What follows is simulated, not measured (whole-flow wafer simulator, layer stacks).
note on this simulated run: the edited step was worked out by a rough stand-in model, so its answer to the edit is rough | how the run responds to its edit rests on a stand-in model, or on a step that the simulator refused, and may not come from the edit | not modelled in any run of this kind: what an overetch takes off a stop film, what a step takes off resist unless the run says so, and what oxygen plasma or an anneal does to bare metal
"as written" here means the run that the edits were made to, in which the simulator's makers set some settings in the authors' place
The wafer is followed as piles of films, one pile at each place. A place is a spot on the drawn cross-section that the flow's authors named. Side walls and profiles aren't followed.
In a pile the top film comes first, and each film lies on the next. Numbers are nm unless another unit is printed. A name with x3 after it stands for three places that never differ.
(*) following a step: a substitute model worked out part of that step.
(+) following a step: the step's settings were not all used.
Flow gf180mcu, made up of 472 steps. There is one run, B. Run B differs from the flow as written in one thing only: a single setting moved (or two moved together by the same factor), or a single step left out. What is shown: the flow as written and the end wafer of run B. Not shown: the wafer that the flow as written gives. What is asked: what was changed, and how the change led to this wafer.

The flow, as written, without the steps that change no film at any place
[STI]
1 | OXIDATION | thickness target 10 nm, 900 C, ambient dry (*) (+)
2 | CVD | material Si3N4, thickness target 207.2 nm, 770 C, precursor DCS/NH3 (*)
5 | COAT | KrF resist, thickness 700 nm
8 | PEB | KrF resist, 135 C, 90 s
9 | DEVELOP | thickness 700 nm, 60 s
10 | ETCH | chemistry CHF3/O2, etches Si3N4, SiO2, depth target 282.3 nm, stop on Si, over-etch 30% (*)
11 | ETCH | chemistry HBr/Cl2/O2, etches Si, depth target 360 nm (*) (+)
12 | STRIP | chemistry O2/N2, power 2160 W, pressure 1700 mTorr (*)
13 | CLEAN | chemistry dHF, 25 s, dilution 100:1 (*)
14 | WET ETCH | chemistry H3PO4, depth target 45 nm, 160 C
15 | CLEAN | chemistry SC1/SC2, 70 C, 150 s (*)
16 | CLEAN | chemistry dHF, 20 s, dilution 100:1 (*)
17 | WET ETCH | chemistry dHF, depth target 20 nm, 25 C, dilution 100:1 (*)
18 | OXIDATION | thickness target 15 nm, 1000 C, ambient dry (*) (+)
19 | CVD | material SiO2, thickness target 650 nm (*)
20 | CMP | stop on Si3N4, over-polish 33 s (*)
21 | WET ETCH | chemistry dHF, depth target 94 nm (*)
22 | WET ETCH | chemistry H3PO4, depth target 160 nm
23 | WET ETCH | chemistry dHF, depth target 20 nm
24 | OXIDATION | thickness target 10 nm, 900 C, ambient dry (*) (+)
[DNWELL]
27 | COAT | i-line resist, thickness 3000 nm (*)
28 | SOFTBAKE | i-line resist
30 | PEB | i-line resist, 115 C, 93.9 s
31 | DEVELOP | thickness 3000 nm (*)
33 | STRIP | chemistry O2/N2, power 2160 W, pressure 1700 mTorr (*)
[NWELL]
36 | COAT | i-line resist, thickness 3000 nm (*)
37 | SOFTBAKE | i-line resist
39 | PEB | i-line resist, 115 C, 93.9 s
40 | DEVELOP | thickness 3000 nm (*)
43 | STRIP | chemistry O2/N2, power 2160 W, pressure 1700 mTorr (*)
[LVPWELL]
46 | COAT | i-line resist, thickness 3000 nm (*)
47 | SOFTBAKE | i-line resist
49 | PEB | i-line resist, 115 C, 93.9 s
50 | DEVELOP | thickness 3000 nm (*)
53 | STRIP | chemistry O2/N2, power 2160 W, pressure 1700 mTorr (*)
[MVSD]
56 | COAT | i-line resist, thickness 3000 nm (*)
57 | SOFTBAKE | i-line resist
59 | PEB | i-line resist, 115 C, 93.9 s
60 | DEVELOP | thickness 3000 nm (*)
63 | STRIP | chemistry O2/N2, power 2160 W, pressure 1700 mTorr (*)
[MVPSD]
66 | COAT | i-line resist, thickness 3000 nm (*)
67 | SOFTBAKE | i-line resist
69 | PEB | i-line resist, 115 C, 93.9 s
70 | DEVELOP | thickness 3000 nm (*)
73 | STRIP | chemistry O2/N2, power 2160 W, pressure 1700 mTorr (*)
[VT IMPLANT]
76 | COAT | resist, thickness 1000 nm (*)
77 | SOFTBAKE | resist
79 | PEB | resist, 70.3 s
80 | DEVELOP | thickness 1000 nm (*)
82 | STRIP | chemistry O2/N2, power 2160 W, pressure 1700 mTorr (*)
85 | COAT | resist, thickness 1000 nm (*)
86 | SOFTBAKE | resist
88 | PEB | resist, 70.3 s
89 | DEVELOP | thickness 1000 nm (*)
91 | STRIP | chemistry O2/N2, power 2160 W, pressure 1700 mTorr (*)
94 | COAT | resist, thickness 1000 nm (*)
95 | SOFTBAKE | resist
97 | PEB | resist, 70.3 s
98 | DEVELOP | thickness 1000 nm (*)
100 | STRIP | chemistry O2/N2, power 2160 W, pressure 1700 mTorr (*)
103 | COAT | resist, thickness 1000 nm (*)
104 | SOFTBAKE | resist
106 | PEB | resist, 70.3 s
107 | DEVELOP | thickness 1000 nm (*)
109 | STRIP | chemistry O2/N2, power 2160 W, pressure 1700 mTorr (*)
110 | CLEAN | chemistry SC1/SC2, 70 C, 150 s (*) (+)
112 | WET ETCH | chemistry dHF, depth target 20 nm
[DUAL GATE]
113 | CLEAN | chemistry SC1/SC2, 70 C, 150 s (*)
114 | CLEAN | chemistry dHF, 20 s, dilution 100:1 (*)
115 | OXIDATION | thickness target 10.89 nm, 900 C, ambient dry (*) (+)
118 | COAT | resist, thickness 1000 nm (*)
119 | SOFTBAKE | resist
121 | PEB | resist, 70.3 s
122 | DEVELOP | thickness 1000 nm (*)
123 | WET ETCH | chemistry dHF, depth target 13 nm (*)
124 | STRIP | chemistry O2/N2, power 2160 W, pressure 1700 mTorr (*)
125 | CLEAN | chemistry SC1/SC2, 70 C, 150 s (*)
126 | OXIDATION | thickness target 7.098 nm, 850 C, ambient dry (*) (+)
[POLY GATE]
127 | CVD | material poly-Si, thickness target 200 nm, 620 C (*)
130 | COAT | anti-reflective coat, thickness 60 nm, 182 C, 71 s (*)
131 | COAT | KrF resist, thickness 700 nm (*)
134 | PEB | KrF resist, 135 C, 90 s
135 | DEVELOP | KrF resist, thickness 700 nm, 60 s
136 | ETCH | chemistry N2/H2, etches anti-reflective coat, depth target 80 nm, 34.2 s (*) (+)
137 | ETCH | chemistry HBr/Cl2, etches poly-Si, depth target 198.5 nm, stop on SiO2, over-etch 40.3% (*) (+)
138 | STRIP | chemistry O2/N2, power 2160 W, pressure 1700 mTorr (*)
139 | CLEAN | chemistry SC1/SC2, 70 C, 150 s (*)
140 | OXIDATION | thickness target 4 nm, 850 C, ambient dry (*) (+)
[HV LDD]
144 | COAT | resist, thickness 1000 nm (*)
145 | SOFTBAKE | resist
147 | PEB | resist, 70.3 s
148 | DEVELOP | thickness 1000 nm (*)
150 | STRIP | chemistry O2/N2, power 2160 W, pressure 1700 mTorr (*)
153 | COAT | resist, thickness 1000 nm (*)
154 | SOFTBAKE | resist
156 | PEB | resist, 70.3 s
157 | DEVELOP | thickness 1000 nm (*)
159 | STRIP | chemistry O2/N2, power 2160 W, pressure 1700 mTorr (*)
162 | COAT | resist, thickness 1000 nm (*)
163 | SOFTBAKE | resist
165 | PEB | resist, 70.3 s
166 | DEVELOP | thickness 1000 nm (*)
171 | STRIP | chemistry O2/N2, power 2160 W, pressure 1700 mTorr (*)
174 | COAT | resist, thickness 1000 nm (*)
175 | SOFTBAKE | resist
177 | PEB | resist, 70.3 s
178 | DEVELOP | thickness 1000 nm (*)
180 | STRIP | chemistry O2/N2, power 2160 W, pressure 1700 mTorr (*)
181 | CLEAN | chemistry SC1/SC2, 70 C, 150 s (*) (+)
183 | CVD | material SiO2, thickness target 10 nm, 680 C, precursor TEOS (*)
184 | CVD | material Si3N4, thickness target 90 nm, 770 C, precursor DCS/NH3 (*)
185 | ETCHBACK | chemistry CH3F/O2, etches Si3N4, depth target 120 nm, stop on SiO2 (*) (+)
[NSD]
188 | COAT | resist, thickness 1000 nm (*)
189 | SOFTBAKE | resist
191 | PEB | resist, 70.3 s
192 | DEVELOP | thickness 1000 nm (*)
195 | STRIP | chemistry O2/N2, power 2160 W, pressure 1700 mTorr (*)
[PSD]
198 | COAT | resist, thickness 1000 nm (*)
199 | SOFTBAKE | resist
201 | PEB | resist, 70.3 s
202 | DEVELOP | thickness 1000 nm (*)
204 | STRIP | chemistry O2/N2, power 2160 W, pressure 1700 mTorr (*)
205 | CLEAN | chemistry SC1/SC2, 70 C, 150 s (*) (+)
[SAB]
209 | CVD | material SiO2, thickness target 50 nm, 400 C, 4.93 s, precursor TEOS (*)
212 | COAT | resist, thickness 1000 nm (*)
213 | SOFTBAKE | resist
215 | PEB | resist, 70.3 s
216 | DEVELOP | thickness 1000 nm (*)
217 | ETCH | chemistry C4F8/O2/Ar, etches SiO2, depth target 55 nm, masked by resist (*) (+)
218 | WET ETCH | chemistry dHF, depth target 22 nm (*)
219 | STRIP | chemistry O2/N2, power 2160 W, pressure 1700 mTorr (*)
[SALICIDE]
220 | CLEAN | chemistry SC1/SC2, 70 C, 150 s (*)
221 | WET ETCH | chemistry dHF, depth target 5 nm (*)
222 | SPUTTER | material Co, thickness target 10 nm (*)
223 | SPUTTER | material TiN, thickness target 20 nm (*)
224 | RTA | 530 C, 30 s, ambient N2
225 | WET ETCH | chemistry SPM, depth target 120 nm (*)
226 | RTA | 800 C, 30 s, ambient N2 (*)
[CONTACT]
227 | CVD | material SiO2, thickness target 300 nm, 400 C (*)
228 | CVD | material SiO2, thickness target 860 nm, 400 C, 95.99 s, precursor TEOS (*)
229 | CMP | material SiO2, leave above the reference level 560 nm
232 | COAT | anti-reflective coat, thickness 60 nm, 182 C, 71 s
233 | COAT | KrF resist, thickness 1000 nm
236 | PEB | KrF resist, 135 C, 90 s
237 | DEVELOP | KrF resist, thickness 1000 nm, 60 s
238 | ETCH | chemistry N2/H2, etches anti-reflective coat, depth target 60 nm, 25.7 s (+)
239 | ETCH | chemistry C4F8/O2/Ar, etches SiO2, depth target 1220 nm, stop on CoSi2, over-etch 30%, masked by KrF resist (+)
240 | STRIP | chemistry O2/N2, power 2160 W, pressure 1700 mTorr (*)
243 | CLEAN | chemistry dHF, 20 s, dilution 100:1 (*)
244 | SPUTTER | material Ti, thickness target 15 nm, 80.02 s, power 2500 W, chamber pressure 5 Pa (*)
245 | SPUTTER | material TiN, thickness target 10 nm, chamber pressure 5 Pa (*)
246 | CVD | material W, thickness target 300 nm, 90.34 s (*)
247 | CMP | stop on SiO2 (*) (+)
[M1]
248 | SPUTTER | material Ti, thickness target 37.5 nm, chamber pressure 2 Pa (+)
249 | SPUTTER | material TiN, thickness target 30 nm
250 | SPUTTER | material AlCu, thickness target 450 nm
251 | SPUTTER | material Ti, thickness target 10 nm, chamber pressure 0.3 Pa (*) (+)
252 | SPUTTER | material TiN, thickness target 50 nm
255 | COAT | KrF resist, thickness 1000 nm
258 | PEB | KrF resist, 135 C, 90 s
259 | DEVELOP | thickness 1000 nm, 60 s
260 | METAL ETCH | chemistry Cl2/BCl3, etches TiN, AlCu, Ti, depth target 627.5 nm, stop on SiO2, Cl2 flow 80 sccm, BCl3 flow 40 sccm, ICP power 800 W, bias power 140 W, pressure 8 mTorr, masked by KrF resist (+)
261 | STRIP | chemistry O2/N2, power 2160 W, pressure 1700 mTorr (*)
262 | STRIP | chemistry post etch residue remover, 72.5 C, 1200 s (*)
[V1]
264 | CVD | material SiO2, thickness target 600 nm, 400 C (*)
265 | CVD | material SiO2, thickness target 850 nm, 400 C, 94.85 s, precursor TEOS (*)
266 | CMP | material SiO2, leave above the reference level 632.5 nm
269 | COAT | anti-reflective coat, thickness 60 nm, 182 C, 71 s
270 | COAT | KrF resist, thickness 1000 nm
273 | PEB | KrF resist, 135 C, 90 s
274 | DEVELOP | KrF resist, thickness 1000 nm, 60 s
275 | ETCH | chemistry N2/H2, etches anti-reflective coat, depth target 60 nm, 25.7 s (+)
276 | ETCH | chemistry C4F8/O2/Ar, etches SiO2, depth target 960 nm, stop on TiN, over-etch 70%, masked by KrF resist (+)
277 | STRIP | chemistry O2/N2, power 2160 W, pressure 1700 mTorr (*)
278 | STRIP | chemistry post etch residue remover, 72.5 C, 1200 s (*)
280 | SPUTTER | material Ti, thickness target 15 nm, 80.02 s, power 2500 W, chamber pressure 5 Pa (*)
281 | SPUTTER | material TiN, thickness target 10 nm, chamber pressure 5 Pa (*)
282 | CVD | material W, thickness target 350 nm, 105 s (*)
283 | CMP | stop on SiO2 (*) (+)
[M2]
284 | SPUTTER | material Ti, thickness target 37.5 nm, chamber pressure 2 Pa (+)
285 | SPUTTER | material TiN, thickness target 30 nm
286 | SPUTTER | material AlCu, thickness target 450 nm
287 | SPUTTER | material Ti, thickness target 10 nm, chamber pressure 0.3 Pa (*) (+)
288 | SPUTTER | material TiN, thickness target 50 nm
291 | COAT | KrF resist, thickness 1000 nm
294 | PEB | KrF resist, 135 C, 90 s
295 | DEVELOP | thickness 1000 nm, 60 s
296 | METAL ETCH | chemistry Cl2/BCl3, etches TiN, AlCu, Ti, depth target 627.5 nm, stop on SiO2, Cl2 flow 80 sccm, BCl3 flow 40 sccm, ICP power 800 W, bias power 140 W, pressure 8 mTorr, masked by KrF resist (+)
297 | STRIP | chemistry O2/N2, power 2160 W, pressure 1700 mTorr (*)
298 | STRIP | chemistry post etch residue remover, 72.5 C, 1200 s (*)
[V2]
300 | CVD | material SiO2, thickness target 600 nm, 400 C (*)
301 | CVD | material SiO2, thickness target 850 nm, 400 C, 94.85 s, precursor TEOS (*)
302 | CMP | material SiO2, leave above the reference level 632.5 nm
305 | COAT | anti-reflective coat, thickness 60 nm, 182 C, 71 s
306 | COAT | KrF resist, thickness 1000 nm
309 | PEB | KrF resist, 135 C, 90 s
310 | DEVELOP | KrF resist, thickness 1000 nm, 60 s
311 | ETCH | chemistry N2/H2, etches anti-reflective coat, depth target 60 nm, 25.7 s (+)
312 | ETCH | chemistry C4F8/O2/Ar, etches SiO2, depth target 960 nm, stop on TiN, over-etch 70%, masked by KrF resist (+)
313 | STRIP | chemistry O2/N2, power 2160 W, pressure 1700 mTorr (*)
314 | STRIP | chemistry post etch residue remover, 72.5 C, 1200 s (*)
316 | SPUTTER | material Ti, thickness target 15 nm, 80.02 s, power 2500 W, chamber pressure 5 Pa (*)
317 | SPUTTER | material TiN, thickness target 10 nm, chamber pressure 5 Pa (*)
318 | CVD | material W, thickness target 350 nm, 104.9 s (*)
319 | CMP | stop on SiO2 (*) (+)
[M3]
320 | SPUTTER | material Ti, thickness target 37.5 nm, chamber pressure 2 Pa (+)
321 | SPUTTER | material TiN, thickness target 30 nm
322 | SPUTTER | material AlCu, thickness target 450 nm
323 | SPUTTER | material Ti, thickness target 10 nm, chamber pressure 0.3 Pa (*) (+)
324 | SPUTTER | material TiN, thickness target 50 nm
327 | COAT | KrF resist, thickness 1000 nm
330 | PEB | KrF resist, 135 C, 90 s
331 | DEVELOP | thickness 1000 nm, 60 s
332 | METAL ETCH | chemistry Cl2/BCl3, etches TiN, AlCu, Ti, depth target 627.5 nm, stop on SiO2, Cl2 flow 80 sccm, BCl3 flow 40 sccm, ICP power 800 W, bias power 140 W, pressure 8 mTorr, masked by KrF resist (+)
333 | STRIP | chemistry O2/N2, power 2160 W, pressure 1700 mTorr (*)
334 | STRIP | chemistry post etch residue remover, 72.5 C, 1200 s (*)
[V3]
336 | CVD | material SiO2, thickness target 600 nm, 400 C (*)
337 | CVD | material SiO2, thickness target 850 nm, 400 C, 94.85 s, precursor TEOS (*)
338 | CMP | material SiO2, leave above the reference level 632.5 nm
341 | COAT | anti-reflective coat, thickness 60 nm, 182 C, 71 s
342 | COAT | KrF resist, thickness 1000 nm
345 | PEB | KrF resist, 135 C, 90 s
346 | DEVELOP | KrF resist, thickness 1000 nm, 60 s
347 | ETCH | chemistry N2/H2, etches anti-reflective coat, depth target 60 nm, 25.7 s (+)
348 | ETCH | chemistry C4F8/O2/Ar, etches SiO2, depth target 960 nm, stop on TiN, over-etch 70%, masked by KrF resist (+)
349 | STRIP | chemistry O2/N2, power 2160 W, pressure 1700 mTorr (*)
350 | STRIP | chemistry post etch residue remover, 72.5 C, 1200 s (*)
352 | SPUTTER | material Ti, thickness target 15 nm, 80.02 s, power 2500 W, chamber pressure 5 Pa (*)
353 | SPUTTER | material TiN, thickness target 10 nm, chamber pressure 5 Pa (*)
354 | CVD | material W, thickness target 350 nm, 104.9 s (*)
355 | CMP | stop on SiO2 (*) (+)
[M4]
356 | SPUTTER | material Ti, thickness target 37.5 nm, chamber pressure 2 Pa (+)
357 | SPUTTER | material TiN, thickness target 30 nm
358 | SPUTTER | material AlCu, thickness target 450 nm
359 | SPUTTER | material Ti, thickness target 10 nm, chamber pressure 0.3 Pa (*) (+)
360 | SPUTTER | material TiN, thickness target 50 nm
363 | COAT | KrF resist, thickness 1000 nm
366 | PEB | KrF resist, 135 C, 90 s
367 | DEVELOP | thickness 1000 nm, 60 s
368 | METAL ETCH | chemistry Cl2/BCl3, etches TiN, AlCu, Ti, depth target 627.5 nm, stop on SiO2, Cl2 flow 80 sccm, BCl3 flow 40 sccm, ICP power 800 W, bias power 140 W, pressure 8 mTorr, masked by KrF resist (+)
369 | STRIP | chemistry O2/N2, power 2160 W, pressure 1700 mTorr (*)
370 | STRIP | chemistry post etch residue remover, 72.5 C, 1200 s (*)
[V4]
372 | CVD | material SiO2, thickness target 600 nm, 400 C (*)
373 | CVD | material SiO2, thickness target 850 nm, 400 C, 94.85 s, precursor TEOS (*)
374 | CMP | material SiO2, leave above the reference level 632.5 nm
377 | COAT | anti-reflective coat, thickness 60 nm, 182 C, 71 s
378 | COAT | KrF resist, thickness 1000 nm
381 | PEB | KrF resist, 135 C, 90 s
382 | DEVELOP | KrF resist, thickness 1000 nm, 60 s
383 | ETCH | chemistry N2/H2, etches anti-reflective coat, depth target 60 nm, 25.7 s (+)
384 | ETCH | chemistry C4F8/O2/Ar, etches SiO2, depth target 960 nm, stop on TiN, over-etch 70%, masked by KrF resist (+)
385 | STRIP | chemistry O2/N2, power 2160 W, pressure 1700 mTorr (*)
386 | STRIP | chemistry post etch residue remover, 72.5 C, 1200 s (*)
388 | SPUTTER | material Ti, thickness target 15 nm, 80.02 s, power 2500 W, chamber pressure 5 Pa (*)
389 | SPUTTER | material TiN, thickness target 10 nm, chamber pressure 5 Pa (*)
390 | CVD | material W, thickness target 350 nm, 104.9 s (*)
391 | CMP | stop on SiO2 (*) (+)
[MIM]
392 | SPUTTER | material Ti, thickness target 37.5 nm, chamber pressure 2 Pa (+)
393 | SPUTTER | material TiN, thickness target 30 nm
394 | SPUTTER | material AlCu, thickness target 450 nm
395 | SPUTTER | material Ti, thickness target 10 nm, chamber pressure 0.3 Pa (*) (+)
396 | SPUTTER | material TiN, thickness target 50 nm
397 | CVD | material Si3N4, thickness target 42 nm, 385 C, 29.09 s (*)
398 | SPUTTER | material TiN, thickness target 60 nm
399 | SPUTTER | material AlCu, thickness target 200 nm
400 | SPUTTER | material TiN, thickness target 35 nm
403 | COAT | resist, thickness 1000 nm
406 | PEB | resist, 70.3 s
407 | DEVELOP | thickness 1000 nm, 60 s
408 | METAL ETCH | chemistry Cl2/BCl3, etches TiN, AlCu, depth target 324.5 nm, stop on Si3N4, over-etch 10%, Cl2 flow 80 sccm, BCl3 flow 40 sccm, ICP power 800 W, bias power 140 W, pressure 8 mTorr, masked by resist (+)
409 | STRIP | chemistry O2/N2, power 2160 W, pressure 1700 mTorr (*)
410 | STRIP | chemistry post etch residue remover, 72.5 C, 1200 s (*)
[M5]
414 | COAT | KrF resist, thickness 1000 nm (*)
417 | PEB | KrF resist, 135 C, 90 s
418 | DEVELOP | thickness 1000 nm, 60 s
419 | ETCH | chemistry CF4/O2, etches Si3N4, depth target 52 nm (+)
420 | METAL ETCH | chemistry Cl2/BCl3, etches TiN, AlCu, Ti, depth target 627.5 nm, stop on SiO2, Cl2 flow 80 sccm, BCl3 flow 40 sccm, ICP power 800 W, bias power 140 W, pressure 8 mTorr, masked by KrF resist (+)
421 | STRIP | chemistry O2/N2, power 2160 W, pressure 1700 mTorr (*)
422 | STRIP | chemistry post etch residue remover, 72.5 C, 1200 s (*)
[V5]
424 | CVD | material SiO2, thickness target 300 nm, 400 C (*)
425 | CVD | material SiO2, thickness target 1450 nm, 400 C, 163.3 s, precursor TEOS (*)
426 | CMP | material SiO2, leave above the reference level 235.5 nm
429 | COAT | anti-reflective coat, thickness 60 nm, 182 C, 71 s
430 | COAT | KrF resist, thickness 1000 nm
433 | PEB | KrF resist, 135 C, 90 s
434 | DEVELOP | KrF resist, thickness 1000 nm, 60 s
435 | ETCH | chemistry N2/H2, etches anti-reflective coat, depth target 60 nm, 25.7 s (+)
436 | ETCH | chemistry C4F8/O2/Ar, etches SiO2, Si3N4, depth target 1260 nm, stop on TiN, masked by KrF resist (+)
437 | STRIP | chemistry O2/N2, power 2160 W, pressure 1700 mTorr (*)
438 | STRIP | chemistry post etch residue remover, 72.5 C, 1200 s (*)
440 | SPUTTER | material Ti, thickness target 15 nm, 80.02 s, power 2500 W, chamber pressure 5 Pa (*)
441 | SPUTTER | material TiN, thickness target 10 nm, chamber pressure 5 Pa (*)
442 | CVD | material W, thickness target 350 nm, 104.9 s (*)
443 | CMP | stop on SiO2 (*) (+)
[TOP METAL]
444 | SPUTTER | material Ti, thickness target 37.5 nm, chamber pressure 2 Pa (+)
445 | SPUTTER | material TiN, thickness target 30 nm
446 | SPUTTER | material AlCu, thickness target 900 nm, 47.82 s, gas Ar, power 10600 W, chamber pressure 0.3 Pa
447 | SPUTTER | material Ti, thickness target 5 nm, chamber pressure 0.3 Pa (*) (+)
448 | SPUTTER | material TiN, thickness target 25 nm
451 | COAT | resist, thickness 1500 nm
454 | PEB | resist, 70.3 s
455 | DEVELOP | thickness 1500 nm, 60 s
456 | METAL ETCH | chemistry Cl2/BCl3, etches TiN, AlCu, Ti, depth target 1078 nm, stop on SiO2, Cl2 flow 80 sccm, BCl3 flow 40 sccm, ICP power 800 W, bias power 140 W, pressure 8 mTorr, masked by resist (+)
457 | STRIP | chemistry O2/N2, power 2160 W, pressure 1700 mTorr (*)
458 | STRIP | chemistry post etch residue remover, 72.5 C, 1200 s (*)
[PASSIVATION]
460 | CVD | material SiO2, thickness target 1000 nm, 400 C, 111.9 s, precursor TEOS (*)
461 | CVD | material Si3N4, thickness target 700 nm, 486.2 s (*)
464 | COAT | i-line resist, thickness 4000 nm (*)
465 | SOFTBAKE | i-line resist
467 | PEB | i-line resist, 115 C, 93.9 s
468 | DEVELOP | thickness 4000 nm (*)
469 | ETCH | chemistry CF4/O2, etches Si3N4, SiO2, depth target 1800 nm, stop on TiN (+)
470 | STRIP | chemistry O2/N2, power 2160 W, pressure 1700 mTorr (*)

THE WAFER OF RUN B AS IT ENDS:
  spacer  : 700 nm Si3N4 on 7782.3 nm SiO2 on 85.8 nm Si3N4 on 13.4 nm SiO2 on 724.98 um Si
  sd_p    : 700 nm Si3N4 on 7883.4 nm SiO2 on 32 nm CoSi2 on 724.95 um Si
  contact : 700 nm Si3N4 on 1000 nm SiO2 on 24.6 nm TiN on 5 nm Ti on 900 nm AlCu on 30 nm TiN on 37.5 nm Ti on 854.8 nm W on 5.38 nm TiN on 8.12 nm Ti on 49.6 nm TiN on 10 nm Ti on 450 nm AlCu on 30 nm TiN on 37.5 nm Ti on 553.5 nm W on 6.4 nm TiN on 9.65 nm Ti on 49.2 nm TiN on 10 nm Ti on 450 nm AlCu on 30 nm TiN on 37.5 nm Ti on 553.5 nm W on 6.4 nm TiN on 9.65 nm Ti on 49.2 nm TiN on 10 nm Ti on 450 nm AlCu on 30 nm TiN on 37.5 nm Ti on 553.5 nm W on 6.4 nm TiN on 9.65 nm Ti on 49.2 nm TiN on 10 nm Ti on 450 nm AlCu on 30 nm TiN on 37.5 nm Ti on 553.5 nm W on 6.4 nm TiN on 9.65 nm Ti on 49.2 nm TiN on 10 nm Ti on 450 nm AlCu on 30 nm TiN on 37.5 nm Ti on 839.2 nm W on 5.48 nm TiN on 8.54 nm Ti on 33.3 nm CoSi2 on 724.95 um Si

The reason: step 183, CVD: thickness target 6.25 nm was run, whereas the flow has thickness target 10 nm.

The path from the change to this, step by step:
  183 | CVD | material SiO2, thickness target 10 nm, 680 C, precursor TEOS (*)
      field, field__w1, field__w2 and 99 more: +6.25 SiO2 (in the flow as written it would be: +10 SiO2)
      ld_drift_p: +6.17 SiO2 (in the flow as written it would be: +9.87 SiO2)
      (also at 1 further place)
  189 | SOFTBAKE | resist
      field: -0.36 resist (in the flow as written it would be: +3.56 resist)
      active_hv: -0.53 resist (in the flow as written it would be: +2.68 resist)
      (also at 3 further places)
  199 | SOFTBAKE | resist
      field: -0.36 resist (in the flow as written it would be: +3.56 resist)
      active_hv: -0.53 resist (in the flow as written it would be: +2.68 resist)
      (also at 3 further places)
  218 | WET ETCH | chemistry dHF, depth target 22 nm (*)
      gate, gate_hv, gate_p and 23 more: -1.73 SiO2 (all of it) (in the flow as written it would be: -5.48 SiO2 (all of it))
      active, p_well, sd_n, iso_ptap_pw, iso_ntap_nw, iso_ptap_sub, vpnp_e: -5.26 SiO2 (all of it) (in the flow as written it would be: -9.01 SiO2 (all of it))
      (also at 16 further places)
  229 | CMP | material SiO2, leave above the reference level 560 nm
      mim: -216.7 SiO2 (in the flow as written it would be: -221.5 SiO2)
